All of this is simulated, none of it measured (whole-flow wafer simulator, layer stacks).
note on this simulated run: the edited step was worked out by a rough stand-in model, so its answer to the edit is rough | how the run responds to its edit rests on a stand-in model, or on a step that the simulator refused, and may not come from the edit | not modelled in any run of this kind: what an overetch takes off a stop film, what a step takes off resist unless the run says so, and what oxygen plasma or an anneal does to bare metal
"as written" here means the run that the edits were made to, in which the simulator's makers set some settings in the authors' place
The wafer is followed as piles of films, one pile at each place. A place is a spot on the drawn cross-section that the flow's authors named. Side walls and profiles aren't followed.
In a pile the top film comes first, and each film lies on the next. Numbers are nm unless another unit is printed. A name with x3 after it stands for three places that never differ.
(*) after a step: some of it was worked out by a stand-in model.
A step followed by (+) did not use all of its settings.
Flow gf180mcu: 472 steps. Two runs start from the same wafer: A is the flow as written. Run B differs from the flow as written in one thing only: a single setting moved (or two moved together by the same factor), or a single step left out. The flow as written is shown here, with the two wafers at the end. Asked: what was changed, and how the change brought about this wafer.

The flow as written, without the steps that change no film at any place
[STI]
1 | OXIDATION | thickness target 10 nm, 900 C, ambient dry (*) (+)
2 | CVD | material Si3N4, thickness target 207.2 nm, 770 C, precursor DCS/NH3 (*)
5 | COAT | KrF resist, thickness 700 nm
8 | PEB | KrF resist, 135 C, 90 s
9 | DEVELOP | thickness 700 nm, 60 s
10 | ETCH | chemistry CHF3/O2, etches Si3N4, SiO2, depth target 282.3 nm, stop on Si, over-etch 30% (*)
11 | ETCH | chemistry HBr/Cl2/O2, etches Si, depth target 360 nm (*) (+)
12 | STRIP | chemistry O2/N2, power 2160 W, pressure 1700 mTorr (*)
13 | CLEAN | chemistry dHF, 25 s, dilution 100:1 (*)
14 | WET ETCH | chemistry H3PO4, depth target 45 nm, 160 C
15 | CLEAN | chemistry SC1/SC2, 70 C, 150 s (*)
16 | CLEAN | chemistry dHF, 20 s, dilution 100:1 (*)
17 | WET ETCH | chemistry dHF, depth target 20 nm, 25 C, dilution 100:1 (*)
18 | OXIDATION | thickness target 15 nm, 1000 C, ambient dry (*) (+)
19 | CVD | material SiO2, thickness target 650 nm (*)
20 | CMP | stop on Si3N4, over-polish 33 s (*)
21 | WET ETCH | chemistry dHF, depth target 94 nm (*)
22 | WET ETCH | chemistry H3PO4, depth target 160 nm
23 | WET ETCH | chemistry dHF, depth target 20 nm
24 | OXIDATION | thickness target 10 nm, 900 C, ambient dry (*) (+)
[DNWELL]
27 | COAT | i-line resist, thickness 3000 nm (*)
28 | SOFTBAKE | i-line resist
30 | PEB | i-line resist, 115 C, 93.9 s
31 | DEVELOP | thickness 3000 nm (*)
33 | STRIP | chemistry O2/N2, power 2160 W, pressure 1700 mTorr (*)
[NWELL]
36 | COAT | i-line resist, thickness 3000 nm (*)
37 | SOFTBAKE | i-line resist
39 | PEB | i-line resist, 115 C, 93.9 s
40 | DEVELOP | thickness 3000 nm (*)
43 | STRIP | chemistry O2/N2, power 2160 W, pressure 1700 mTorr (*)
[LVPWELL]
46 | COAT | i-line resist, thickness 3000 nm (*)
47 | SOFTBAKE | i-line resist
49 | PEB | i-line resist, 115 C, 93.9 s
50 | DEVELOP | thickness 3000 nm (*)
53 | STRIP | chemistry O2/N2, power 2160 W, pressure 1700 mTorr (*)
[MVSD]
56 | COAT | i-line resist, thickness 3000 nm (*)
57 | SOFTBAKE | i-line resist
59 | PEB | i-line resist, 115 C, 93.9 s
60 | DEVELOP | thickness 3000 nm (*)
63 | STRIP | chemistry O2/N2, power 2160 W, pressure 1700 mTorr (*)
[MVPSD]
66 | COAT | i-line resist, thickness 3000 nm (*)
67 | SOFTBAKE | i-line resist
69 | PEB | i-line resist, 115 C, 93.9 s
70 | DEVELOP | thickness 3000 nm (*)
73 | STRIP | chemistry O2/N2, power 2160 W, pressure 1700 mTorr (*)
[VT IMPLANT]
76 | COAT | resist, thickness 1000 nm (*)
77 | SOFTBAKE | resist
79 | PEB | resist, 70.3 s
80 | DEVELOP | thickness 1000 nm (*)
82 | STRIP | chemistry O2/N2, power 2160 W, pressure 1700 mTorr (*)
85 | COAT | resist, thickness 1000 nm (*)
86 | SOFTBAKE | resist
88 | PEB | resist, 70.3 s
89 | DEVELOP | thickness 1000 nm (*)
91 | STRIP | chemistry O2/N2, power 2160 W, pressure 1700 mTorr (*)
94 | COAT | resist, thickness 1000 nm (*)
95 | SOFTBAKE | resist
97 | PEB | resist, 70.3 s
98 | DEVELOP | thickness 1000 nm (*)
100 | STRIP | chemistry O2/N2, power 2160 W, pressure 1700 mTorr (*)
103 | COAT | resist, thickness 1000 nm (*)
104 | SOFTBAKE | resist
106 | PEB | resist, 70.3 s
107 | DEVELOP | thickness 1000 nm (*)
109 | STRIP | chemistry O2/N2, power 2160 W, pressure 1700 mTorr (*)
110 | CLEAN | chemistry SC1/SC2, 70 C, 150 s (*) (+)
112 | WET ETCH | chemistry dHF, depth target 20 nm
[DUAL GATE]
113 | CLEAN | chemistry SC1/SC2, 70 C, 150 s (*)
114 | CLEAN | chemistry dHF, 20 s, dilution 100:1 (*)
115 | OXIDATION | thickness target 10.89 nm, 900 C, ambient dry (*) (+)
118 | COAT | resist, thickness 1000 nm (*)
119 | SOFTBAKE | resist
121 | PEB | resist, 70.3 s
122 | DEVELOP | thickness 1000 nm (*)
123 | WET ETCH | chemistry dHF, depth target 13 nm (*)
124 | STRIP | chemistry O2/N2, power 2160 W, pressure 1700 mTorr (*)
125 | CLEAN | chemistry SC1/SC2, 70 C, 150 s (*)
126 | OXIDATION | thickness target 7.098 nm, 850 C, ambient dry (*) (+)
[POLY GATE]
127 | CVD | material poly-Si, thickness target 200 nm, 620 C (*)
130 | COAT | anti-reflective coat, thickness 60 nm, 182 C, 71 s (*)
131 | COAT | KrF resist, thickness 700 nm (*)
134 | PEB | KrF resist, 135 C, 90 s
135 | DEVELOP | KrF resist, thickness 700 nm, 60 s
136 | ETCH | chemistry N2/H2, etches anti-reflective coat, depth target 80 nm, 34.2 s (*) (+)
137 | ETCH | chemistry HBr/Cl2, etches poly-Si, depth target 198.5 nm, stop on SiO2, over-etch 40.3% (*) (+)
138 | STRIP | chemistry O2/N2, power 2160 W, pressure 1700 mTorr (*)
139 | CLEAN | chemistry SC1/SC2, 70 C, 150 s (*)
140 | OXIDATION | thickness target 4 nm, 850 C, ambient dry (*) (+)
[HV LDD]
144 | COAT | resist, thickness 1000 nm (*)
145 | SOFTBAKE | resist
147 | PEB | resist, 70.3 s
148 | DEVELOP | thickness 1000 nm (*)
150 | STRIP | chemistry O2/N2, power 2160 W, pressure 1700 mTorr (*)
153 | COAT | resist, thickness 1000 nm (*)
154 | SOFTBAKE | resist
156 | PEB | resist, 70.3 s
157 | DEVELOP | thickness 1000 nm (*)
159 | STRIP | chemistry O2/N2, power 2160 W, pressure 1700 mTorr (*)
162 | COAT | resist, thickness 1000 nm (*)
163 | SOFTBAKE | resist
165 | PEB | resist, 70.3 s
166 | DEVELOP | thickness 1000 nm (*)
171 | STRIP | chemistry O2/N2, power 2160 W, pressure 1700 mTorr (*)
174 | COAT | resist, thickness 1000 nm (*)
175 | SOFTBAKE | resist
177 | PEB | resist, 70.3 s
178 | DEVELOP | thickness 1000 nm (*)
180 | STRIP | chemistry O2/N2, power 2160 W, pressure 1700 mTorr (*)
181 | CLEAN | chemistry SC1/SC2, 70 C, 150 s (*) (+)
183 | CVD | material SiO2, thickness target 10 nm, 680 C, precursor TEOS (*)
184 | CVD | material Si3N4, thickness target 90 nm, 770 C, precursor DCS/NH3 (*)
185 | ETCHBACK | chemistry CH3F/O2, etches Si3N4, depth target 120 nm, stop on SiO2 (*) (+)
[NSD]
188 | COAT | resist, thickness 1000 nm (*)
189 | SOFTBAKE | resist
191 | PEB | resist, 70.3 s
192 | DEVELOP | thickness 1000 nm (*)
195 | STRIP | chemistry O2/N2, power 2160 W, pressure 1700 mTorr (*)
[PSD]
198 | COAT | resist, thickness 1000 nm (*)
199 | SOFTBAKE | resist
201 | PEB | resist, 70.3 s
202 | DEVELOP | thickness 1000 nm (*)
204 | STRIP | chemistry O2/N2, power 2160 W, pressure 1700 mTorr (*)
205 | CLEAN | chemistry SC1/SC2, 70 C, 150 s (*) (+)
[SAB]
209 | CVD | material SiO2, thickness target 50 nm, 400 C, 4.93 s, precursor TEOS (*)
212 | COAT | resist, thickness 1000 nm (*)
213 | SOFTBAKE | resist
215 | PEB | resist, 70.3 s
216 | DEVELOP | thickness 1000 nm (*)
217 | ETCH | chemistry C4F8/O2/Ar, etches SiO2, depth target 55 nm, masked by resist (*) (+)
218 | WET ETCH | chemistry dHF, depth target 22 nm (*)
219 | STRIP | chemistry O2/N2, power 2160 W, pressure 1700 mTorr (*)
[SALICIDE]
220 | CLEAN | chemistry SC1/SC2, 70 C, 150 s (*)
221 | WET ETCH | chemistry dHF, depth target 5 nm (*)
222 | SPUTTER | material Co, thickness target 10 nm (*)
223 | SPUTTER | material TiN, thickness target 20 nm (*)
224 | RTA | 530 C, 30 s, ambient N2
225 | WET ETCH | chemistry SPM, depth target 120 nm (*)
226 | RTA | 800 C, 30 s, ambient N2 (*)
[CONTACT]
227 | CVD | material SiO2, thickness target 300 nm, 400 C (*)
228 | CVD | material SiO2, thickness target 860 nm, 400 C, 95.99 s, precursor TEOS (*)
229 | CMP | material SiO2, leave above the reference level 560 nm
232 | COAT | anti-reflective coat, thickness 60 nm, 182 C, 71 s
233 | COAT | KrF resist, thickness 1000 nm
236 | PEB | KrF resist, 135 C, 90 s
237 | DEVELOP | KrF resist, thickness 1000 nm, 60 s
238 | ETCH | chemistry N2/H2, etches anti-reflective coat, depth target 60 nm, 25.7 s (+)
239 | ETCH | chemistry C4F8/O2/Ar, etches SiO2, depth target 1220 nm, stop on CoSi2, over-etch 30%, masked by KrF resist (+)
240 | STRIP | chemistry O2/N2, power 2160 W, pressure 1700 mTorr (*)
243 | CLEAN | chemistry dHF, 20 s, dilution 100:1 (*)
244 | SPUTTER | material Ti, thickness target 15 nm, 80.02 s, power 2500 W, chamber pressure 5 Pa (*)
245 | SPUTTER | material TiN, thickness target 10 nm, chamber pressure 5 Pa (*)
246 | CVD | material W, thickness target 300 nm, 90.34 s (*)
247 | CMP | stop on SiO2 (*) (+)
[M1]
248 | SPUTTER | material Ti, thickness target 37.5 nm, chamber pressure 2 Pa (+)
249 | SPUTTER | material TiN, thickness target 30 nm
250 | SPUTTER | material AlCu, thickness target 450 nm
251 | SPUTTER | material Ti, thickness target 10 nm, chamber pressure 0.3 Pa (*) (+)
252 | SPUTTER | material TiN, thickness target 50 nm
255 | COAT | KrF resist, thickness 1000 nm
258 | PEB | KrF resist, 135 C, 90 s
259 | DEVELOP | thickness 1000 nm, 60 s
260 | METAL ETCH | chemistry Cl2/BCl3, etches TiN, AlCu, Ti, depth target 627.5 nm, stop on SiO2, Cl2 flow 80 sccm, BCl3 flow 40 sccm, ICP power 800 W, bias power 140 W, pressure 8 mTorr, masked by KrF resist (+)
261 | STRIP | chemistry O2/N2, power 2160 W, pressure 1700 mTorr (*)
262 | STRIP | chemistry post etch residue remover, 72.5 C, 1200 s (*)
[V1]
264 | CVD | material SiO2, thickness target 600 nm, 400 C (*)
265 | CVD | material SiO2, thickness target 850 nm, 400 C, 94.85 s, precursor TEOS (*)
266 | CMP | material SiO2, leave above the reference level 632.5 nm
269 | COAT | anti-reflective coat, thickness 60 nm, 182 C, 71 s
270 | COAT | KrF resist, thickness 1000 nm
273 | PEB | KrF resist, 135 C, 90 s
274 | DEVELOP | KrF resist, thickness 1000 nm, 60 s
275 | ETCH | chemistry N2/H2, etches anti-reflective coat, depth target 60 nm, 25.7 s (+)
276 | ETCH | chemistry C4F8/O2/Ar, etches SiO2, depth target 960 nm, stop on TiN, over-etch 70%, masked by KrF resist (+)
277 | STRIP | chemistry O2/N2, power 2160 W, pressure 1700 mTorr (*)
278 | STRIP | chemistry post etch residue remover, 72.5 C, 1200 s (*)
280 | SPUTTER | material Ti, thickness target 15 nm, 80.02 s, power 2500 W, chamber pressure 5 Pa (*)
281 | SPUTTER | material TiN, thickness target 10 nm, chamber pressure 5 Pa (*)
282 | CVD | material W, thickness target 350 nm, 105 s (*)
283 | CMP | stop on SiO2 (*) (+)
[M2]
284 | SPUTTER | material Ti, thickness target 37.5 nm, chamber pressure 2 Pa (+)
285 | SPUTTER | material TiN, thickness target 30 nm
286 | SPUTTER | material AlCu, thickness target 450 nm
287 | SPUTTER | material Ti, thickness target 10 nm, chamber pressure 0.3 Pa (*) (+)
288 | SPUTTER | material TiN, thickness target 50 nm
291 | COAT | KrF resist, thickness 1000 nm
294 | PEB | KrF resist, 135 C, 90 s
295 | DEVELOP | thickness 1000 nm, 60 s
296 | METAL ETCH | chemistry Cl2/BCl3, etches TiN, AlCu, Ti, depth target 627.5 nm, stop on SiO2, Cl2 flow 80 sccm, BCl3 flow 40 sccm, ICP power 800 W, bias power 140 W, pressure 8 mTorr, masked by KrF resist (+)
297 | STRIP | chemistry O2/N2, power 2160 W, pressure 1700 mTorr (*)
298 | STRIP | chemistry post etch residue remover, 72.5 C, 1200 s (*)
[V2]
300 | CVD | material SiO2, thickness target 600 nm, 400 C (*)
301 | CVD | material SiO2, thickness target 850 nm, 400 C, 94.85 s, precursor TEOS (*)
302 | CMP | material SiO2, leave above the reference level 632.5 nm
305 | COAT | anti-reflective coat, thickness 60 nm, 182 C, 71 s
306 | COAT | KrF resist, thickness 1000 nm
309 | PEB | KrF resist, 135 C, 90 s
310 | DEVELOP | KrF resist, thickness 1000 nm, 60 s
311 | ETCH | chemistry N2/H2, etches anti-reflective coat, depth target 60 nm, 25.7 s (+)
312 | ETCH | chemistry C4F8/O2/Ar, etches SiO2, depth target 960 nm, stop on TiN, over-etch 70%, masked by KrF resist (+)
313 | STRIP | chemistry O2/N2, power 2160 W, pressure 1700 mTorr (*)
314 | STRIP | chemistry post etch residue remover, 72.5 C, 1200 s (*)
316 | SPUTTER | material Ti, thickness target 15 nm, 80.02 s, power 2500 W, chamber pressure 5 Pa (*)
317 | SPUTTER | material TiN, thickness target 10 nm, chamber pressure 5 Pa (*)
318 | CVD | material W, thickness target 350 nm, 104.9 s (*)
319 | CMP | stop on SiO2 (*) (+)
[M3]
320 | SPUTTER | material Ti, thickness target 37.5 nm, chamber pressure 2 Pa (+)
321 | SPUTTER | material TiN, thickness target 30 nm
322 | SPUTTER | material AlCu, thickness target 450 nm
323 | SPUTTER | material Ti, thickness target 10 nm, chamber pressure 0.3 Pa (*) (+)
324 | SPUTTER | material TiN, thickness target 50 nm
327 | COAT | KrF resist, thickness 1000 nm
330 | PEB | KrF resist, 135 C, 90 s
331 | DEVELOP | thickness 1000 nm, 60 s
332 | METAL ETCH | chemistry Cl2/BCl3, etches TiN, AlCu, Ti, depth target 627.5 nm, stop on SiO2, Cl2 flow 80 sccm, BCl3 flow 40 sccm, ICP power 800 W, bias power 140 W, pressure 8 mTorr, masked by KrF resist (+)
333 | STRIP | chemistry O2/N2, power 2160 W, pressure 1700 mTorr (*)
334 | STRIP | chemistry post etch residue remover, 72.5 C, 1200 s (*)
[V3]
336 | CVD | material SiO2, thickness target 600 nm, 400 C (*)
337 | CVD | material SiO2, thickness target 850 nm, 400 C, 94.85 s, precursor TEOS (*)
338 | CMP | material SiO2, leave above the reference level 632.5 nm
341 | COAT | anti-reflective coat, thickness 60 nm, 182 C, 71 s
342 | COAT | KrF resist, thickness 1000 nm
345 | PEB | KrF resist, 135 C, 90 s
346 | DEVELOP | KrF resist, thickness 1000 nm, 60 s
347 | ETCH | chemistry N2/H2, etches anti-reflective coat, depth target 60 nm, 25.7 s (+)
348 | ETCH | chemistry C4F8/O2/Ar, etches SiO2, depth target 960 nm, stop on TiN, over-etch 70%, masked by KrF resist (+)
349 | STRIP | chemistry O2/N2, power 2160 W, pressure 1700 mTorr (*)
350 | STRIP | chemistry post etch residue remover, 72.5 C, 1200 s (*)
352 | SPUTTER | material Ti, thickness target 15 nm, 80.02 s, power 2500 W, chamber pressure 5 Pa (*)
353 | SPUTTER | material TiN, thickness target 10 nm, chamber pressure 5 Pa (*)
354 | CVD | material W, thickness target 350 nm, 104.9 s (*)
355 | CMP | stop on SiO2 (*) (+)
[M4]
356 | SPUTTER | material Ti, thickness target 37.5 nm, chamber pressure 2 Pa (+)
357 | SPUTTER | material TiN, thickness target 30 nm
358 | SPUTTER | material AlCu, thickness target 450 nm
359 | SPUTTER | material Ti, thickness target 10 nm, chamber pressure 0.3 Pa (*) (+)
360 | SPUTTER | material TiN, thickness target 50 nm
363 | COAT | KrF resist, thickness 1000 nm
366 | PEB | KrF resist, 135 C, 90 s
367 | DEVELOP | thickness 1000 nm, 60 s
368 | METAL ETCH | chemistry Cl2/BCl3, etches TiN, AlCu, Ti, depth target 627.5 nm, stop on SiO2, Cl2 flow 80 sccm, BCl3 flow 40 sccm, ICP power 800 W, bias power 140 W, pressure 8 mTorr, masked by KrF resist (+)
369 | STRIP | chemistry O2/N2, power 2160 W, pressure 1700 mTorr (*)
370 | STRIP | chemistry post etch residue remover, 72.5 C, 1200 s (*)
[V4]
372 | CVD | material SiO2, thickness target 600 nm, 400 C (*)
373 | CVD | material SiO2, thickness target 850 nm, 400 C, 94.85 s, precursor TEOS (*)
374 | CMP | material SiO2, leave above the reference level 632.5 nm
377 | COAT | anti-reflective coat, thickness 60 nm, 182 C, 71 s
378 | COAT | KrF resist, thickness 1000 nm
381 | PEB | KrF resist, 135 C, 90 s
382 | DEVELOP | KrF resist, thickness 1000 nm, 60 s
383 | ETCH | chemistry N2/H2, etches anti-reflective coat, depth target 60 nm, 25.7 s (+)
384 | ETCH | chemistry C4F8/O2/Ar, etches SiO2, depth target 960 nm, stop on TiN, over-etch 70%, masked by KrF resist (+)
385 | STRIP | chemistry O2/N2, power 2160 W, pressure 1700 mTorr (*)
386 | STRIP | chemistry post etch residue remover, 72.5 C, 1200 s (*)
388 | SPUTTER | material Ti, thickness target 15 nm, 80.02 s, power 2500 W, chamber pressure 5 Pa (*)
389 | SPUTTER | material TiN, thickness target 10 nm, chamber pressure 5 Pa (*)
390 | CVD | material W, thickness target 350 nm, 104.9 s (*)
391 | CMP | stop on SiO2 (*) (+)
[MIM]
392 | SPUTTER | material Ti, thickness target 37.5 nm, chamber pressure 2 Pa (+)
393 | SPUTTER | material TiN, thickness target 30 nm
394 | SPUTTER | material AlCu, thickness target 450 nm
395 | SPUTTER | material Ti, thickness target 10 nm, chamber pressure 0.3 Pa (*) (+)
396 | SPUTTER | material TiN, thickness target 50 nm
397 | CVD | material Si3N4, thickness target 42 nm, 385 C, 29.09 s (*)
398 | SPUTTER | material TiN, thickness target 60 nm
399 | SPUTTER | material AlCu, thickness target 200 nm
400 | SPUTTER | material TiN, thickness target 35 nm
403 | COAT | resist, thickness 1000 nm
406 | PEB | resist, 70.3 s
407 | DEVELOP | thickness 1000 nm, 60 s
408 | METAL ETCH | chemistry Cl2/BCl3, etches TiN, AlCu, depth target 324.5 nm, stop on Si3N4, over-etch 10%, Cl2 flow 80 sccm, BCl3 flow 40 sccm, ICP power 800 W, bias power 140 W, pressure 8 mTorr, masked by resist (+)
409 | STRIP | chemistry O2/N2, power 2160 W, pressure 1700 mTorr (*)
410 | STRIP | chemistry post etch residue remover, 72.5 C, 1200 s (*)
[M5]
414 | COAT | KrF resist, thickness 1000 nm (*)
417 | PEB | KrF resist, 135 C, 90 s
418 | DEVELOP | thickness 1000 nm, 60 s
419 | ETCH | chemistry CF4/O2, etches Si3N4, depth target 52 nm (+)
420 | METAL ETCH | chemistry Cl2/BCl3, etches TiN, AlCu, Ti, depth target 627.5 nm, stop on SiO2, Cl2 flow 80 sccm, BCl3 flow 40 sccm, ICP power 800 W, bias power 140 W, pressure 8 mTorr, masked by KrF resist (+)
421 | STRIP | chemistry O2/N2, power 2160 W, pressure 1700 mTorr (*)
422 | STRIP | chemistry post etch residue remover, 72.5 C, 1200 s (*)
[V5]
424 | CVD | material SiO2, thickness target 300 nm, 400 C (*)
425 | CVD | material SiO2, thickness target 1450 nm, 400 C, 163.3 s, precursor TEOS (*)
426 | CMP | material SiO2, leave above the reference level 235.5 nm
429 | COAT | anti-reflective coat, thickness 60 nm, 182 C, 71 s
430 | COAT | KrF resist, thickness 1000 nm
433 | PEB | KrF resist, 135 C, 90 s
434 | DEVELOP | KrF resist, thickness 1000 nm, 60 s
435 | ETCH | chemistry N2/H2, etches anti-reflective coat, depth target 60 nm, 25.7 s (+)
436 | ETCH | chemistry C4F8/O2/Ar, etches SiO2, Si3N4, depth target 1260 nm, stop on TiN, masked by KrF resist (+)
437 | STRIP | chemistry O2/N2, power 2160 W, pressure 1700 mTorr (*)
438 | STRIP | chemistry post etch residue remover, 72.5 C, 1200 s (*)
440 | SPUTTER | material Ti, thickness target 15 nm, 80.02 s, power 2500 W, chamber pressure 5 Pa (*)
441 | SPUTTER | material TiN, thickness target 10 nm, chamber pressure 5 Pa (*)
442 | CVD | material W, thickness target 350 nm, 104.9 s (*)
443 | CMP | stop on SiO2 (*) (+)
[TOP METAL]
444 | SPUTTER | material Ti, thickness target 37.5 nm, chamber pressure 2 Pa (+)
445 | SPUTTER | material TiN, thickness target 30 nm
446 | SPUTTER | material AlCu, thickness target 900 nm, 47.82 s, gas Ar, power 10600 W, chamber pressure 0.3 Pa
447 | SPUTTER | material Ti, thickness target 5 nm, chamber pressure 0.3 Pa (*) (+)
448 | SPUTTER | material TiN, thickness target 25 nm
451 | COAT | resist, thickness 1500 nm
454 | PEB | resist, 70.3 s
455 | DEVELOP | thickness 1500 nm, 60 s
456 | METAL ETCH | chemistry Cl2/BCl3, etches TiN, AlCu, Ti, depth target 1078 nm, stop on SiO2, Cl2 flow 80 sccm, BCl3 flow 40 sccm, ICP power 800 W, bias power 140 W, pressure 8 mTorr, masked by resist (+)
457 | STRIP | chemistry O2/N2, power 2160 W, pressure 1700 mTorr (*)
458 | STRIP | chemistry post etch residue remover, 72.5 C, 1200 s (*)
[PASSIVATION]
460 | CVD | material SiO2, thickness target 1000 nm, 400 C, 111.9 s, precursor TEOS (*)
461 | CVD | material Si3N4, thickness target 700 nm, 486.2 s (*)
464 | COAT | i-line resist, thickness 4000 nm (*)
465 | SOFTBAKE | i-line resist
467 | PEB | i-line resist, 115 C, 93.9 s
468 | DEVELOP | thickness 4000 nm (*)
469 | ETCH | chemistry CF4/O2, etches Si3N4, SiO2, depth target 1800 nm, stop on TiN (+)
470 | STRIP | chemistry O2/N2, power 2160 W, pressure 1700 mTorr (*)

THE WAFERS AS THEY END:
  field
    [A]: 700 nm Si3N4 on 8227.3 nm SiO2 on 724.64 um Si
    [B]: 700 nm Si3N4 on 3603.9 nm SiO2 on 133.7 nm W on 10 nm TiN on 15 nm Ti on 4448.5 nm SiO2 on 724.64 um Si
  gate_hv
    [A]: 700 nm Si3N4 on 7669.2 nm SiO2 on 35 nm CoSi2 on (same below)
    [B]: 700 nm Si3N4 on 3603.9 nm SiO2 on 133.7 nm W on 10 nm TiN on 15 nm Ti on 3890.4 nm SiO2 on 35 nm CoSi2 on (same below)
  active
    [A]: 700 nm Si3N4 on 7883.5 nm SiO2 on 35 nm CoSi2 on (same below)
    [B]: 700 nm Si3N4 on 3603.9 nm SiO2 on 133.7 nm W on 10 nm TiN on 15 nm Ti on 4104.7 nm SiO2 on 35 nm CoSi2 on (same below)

What caused this: step 337, CVD: thickness target 348 nm was run, though the flow has thickness target 850 nm; step 337, CVD: 38.89 s was run, where the flow has 94.85 s.

The path from the change to this, step by step:
  337 | CVD | material SiO2, thickness target 850 nm, 400 C, 94.85 s, precursor TEOS (*)
      field, field__w1, field__w2 and 108 more: A +850 SiO2 | B +359 SiO2
  338 | CMP | material SiO2, leave above the reference level 632.5 nm
      field, field__w1, field__w2 and 103 more: A -300 SiO2 | B nothing
      field__w8, contact, m1, m1__w1, m1_nw: A -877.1 SiO2 | B -386.1 SiO2
  341 | COAT | anti-reflective coat, thickness 60 nm, 182 C, 71 s
      active, p_well, sti, spacer, sd_n, mim_1p0, pad, dice_street: A +60 anti-reflective coat (new film) | B +61.3 anti-reflective coat (new film)
      field: A +60 anti-reflective coat (new film) | B +148.3 anti-reflective coat (new film)
      (as well as at 22 more places)
  342 | COAT | KrF resist, thickness 1000 nm
      field: A +1000 KrF resist (new film) | B +961.9 KrF resist (new film)
      field__w1: A +1000 KrF resist (new film) | B +971.6 KrF resist (new film)
      (as well as at 14 more places)
  345 | PEB | KrF resist, 135 C, 90 s
      n_well: A -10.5 KrF resist | B -9.54 KrF resist
      contact: A -10.5 KrF resist | B -8.91 KrF resist
      (as well as at 9 more places)
  346 | DEVELOP | KrF resist, thickness 1000 nm, 60 s
      contact: A -989.5 KrF resist (all of it) | B -887.2 KrF resist (all of it)
  347 | ETCH | chemistry N2/H2, etches anti-reflective coat, depth target 60 nm, 25.7 s (+)
      contact: A -60 anti-reflective coat (all of it), -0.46 SiO2 | B -18.7 anti-reflective coat (all of it), -1.52 SiO2
  349 | STRIP | chemistry O2/N2, power 2160 W, pressure 1700 mTorr (*)
      p_well, sti, spacer, sd_n, mim_1p0, pad, dice_street: A -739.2 KrF resist (all of it), -60 anti-reflective coat (all of it) | B -739.6 KrF resist (all of it), -61.3 anti-reflective coat (all of it)
      field: A -739.2 KrF resist (all of it), -60 anti-reflective coat (all of it) | B -701.5 KrF resist (all of it), -148.3 anti-reflective coat (all of it)
      (as well as at 22 more places)
  352 | SPUTTER | material Ti, thickness target 15 nm, 80.02 s, power 2500 W, chamber pressure 5 Pa (*)
      contact: A +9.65 Ti (new film) | B +10.8 Ti (new film)
  353 | SPUTTER | material TiN, thickness target 10 nm, chamber pressure 5 Pa (*)
      contact: A +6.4 TiN (new film) | B +7.19 TiN (new film)
  354 | CVD | material W, thickness target 350 nm, 104.9 s (*)
      contact: A +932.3 W (new film) | B +739.3 W (new film)
  355 | CMP | stop on SiO2 (*) (+)
      field, field__w1, field__w2 and 103 more: A -350 W (all of it), -10 TiN (all of it), -15 Ti (all of it), -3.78 SiO2 | B -204 W
      field__w8, m1, m1__w1, m1_nw: A -350 W (all of it), -10 TiN (all of it), -15 Ti (all of it), -3.78 SiO2 | B -350 W (all of it), -10 TiN (all of it), -15 Ti (all of it), -20 SiO2
      (as well as at 1 more place)
  368 | METAL ETCH | chemistry Cl2/BCl3, etches TiN, AlCu, Ti, depth target 627.5 nm, stop on SiO2, Cl2 flow 80 sccm, BCl3 flow 40 sccm, ICP power 800 W, bias power 140 W, pressure 8 mTorr, masked by KrF resist (+)
      field, field__w1, field__w2 and 103 more: A -50 TiN (all of it), -10 Ti (all of it), -450 AlCu (all of it), -30 TiN (all of it), -37.5 Ti (all of it) | B -50 TiN (all of it), -10 Ti (all of it), -450 AlCu (all of it), -30 TiN (all of it), -37.5 Ti (all of it), -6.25 W
  370 | STRIP | chemistry post etch residue remover, 72.5 C, 1200 s (*)
      field, field__w1, field__w2 and 103 more: A nothing | B -6.01 W
  372 | CVD | material SiO2, thickness target 600 nm, 400 C (*)
      field, field__w1, field__w2 and 103 more: A +600 SiO2 | B +600 SiO2 (new film)
  374 | CMP | material SiO2, leave above the reference level 632.5 nm
      field, field__w1, field__w2 and 103 more: A -300 SiO2 | B -287.7 SiO2
With metal films that touch counted as one body, field has 1 body; the flow as written gives 0 bodies.
With metal films that touch counted as one body, gate_hv has 2 bodies (between them, from the top down: SiO2 3890.4); the flow as written gives 1 body.
With metal films that touch counted as one body, active has 2 bodies (between them, from the top down: SiO2 4104.7); the flow as written gives 1 body.
